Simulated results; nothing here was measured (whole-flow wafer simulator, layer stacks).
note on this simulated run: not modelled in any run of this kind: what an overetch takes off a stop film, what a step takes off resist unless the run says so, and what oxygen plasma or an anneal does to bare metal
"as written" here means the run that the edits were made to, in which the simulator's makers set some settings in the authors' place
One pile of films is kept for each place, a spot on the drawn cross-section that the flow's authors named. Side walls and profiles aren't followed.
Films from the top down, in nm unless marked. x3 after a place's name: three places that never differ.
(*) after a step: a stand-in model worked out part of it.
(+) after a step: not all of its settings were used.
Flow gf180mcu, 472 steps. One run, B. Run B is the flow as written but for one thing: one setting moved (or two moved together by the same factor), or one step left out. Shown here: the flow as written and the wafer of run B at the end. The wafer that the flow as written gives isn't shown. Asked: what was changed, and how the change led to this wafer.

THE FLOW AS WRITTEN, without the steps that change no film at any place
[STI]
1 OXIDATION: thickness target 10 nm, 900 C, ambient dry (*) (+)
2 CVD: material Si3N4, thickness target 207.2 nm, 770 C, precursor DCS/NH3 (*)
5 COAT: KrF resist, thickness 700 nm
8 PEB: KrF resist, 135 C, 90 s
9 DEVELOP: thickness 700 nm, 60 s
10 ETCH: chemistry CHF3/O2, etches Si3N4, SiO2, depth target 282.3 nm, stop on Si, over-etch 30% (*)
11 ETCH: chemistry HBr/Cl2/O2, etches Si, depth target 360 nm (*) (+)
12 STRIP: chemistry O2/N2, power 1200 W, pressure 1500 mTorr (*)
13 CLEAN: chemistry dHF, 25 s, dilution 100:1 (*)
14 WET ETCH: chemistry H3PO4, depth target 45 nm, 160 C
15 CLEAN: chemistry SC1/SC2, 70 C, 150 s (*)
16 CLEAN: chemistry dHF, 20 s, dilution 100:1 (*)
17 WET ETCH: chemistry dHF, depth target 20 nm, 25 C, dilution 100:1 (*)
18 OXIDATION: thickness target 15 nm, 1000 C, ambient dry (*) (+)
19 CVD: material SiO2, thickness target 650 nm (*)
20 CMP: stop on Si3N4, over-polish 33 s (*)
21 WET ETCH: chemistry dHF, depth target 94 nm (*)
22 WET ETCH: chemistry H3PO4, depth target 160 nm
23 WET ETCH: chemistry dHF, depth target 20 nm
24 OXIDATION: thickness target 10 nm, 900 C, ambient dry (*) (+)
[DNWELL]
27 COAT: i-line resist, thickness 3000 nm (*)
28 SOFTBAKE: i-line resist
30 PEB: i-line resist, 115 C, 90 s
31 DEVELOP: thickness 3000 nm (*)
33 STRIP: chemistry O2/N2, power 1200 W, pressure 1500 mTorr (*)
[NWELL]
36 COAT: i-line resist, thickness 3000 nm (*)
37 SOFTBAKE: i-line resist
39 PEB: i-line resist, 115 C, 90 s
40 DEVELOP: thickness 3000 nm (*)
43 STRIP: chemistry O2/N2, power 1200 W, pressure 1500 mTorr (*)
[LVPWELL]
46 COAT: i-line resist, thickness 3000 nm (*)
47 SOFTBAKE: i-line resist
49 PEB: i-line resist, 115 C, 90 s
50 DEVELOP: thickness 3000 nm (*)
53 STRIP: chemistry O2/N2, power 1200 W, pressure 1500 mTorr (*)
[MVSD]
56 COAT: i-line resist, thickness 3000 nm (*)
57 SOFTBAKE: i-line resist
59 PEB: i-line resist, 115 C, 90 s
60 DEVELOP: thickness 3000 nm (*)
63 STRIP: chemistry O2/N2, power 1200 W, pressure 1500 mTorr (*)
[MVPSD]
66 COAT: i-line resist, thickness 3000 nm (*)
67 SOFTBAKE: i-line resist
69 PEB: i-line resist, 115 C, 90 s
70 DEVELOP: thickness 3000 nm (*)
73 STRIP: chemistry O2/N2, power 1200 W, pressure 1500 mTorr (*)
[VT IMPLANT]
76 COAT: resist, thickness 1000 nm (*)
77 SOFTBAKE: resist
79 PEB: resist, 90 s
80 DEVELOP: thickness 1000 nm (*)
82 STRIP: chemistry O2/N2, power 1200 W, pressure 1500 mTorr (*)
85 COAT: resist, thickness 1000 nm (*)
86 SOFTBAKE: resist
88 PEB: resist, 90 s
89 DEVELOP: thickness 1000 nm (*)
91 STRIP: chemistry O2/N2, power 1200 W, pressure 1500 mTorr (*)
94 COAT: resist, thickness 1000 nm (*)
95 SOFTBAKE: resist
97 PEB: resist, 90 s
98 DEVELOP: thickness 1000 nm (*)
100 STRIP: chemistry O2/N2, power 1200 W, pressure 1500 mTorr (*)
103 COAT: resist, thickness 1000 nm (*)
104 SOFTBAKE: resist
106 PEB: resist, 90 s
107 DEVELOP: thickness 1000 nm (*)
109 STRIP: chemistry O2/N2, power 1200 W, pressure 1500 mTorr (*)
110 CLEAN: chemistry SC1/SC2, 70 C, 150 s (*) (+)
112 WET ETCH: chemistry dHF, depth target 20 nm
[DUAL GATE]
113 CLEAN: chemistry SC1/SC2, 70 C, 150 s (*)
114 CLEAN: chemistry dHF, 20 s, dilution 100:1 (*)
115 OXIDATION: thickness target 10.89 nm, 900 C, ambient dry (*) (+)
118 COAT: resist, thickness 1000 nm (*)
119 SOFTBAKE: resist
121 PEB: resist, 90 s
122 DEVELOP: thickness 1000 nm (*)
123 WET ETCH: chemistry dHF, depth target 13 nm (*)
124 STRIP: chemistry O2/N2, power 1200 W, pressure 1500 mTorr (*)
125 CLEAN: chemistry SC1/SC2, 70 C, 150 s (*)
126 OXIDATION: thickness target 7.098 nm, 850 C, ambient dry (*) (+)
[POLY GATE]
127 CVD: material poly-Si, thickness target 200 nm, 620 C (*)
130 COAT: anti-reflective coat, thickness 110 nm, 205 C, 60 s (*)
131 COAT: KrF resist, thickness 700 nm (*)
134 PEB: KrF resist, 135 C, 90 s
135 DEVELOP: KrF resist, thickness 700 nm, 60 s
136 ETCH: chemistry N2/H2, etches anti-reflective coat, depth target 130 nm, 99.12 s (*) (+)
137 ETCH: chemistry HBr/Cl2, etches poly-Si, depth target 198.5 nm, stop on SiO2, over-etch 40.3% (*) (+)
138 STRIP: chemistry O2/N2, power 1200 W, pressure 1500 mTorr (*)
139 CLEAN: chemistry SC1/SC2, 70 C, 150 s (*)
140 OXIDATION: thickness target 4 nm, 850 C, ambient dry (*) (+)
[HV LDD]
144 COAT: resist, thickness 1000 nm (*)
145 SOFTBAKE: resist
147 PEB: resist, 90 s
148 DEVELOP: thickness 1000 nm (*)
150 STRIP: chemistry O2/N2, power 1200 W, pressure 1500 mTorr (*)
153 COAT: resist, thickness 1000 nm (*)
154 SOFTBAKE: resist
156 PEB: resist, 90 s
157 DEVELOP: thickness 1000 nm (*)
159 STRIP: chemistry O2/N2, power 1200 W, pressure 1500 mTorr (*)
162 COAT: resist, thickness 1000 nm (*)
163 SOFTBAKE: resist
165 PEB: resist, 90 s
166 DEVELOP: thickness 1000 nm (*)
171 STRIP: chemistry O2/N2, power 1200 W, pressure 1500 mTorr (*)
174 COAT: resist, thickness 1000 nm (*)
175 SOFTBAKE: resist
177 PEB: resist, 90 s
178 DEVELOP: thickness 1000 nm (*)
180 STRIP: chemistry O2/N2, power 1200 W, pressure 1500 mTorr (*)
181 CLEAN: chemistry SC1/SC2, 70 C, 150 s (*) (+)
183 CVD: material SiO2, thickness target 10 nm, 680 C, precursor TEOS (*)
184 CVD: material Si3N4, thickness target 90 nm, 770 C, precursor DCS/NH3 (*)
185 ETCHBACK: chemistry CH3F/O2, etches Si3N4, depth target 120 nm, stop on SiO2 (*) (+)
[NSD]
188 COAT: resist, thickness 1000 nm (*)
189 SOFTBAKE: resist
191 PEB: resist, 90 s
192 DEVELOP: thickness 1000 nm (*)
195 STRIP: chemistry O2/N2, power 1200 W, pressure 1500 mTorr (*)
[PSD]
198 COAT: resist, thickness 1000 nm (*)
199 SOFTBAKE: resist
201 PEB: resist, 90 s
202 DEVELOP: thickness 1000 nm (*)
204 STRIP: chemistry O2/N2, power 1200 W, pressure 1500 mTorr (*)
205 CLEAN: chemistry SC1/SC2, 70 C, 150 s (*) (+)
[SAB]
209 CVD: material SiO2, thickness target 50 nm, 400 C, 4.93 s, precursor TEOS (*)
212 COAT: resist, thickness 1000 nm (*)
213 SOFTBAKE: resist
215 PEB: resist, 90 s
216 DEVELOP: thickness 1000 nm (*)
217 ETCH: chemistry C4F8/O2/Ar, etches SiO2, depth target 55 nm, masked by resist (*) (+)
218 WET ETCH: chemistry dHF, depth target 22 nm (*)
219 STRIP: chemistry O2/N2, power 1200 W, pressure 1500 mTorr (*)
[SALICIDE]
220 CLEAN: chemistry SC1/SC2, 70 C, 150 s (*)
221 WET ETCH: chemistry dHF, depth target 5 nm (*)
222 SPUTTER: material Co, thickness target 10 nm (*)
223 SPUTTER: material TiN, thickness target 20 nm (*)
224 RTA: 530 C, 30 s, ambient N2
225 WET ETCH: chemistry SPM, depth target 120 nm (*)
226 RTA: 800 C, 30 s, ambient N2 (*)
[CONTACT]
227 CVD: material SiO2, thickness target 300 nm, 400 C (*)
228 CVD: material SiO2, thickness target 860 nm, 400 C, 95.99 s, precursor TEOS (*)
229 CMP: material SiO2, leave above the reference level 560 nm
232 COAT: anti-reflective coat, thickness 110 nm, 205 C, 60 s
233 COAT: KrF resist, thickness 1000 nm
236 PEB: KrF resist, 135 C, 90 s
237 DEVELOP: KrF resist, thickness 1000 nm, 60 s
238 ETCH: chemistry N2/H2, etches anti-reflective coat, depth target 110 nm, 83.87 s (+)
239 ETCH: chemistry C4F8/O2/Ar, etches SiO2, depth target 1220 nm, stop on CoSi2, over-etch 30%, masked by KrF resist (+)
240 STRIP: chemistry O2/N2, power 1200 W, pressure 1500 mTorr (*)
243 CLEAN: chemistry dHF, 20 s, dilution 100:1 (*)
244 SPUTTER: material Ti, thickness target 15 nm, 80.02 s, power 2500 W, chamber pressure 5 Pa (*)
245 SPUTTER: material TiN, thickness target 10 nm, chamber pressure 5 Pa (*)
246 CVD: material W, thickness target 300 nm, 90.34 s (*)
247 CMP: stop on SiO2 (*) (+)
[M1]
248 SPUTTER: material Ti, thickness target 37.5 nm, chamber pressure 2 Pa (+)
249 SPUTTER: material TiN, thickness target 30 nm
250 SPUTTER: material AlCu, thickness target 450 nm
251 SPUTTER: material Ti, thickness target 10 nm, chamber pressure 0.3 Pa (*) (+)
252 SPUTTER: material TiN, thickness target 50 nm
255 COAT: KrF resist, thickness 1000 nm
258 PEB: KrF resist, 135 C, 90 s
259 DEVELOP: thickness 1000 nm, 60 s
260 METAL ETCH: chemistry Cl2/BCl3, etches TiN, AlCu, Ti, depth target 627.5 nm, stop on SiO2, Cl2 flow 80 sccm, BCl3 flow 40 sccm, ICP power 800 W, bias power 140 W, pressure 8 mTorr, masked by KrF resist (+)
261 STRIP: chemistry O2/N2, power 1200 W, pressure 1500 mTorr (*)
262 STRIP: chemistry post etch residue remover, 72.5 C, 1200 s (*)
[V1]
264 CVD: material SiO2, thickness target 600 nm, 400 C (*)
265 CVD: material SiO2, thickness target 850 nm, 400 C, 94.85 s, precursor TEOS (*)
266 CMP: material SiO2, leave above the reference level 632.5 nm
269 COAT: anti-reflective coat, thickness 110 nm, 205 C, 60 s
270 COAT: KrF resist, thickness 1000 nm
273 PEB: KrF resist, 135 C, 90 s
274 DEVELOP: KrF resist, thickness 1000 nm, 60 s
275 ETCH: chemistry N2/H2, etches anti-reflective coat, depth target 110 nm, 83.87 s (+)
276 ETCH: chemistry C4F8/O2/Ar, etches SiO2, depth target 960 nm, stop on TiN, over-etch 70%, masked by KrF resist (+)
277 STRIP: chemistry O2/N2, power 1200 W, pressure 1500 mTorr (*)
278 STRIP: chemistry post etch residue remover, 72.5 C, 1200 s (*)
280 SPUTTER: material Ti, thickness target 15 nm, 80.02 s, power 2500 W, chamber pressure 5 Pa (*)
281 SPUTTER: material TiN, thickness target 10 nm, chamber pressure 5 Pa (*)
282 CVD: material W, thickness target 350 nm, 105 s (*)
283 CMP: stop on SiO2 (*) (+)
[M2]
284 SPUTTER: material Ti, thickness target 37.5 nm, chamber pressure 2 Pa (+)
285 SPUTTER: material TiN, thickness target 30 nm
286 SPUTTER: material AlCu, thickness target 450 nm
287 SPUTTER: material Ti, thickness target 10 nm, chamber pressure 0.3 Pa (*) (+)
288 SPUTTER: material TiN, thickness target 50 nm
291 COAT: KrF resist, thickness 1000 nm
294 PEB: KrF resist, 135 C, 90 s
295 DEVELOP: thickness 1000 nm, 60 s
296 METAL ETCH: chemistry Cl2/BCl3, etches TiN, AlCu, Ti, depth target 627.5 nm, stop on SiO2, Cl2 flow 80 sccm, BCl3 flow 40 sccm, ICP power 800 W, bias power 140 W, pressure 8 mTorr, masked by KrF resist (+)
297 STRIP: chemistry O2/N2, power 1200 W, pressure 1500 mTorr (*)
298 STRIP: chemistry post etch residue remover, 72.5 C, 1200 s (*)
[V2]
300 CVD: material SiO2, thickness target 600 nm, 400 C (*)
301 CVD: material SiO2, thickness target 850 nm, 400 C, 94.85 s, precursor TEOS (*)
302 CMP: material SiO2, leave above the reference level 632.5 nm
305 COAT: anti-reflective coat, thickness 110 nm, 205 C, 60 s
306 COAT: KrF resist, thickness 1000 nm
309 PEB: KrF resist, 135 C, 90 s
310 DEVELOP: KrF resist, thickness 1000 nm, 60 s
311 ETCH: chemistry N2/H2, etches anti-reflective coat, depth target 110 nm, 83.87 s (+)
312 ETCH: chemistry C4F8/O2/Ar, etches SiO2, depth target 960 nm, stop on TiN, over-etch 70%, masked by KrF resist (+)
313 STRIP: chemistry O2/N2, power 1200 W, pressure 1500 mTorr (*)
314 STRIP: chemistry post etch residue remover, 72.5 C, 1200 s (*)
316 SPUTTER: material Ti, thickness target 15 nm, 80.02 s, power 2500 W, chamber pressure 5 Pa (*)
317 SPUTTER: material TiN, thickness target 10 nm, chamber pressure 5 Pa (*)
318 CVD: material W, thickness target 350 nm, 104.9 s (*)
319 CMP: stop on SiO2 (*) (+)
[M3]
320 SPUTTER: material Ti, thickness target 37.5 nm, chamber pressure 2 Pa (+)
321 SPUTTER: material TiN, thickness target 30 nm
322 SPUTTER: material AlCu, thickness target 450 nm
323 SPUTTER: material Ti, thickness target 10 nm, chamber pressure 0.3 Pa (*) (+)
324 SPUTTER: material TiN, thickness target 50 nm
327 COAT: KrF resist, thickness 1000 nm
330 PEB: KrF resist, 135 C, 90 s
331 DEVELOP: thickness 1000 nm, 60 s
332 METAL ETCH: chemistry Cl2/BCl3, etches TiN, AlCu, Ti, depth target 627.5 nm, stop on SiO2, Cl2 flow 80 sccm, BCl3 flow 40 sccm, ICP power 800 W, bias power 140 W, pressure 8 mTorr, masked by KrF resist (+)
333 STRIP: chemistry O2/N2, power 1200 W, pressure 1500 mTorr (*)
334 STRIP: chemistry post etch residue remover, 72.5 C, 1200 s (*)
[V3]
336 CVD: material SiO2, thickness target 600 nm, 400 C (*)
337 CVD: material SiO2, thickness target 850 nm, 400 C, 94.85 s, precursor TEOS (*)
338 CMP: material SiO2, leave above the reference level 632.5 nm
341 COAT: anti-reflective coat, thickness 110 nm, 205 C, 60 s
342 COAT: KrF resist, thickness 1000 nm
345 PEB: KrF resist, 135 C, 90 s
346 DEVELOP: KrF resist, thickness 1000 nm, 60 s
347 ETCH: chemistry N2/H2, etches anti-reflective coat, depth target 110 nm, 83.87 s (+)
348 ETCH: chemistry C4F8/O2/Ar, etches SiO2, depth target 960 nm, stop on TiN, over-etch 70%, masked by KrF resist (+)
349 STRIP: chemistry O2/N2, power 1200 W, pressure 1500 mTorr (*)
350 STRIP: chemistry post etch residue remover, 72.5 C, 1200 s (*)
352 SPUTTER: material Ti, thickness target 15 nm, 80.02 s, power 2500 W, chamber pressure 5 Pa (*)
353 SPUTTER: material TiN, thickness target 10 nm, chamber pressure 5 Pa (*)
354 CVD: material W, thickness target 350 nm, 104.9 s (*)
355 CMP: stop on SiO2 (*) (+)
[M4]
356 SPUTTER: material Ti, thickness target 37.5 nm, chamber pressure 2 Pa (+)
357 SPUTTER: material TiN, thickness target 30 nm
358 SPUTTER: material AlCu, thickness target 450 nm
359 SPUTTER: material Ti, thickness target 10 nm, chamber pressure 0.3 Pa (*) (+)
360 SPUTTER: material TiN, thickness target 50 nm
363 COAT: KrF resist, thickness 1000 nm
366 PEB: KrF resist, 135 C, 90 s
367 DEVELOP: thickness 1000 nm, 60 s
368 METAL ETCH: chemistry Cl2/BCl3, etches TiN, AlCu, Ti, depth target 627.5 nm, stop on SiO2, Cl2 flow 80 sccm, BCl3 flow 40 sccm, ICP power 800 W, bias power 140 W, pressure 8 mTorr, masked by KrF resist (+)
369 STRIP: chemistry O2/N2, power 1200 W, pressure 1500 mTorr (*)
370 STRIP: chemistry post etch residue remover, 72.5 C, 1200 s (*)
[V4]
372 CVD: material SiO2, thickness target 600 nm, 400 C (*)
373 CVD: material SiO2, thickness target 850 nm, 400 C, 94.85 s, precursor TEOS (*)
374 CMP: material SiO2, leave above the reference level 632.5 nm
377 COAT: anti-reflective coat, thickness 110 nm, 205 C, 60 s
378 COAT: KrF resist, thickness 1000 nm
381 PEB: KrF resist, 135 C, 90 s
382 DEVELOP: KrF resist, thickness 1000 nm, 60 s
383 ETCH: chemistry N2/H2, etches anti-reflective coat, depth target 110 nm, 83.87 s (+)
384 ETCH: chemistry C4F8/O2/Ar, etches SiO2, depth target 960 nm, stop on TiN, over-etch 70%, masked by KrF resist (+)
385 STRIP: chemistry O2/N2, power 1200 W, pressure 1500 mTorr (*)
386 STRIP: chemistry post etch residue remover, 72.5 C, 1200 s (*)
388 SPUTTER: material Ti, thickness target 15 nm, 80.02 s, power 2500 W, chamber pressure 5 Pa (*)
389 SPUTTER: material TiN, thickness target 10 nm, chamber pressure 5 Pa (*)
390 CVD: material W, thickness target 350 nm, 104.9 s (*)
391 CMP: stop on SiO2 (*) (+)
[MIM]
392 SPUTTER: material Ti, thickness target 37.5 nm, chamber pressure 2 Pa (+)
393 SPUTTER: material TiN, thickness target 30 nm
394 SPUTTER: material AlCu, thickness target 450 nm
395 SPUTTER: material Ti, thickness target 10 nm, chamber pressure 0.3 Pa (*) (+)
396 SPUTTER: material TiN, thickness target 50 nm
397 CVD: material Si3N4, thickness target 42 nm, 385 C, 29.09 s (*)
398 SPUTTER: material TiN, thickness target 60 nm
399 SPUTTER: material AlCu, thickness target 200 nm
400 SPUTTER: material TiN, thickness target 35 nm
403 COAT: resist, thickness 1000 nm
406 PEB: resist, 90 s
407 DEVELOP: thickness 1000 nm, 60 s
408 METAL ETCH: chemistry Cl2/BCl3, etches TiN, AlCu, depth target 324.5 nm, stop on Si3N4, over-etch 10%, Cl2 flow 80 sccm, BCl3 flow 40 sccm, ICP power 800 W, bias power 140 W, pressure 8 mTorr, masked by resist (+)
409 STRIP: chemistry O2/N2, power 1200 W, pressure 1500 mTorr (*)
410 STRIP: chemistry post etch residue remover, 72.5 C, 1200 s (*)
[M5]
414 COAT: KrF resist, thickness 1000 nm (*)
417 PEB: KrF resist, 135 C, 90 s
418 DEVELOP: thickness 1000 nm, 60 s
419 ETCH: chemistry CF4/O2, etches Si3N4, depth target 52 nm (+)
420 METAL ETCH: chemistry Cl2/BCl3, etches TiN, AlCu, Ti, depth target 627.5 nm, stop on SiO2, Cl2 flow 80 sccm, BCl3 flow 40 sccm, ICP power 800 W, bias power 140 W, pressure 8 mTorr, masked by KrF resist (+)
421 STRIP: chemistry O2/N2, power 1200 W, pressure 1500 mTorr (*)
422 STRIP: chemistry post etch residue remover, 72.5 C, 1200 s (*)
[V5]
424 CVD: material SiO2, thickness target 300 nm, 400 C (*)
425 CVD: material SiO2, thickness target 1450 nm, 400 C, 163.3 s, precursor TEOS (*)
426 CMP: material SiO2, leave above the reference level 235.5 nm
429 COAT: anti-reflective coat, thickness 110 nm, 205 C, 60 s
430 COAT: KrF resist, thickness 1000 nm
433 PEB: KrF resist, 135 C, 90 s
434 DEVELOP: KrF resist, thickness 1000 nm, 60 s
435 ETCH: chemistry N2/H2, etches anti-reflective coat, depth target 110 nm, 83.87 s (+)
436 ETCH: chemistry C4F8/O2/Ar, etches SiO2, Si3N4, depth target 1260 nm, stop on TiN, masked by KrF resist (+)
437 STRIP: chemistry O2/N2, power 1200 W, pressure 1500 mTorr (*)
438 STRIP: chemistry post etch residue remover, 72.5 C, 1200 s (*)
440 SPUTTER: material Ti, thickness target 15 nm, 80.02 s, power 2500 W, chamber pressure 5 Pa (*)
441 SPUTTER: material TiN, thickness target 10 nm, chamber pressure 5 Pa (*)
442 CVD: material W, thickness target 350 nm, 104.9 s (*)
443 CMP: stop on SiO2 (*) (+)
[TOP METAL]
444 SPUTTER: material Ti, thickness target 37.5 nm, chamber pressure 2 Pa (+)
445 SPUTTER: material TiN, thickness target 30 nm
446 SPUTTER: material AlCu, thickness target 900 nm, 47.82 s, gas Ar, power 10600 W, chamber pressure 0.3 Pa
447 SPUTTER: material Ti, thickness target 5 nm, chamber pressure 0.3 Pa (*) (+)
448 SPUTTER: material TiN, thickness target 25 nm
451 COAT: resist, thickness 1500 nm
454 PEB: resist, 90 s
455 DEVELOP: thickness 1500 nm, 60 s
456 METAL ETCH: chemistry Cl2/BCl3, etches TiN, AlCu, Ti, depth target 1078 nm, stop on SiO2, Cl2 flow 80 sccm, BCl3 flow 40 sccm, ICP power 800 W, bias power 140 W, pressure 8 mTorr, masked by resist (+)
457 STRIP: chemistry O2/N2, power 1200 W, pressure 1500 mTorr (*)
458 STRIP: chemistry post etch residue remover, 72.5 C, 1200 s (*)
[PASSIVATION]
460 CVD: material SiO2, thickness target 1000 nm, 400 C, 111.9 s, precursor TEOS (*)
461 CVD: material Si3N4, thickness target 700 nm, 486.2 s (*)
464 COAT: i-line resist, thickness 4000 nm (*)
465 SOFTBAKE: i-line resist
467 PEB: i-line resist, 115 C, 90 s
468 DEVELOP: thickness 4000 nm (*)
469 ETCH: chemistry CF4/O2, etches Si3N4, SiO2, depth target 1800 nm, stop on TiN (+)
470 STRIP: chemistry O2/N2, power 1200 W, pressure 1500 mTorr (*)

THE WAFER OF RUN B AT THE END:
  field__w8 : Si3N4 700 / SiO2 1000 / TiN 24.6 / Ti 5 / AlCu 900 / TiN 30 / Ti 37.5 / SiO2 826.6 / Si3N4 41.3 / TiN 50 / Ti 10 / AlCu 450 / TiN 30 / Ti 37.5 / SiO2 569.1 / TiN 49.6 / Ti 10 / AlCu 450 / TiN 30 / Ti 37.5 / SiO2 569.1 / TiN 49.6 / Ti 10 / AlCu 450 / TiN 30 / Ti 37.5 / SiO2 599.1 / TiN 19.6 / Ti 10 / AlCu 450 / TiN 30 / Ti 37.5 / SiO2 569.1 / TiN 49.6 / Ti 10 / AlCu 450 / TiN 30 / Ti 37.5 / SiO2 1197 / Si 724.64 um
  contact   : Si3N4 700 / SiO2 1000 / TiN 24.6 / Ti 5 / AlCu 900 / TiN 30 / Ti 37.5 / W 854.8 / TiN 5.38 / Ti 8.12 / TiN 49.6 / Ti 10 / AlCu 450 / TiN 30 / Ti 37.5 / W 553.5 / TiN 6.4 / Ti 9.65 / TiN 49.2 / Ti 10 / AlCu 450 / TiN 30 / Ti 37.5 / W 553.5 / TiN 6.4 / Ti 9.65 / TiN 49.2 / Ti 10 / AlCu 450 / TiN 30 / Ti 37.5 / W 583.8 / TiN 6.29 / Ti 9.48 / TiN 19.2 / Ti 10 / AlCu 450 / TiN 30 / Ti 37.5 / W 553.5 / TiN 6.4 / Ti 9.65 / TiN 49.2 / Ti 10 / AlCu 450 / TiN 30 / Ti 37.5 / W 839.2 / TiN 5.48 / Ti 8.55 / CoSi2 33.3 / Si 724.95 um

The cause: step 288, SPUTTER: thickness target 20 nm was run, where the flow has thickness target 50 nm.

How the change led to this, step by step:
  288 SPUTTER: material TiN, thickness target 50 nm
      field, field__w1, field__w2 and 108 more: TiN +20 (new film) (as written it would be: TiN +50 (new film))
  296 METAL ETCH: chemistry Cl2/BCl3, etches TiN, AlCu, Ti, depth target 627.5 nm, stop on SiO2, Cl2 flow 80 sccm, BCl3 flow 40 sccm, ICP power 800 W, bias power 140 W, pressure 8 mTorr, masked by KrF resist (+)
      field, field__w1, field__w2 and 103 more: TiN -20 (all of it), Ti -10 (all of it), AlCu -450 (all of it), TiN -30 (all of it), Ti -37.5 (all of it) (as written it would be: TiN -50 (all of it), Ti -10 (all of it), AlCu -450 (all of it), TiN -30 (all of it), Ti -37.5 (all of it))
  302 CMP: material SiO2, leave above the reference level 632.5 nm
      field__w8, contact, m1, m1__w1, m1_nw: SiO2 -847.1 (as written it would be: SiO2 -877.1)
  312 ETCH: chemistry C4F8/O2/Ar, etches SiO2, depth target 960 nm, stop on TiN, over-etch 70%, masked by KrF resist (+)
      contact: SiO2 -602.1 (all of it) (as written it would be: SiO2 -572.1 (all of it))
  318 CVD: material W, thickness target 350 nm, 104.9 s (*)
      contact: W +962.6 (new film) (as written it would be: W +932.3 (new film))
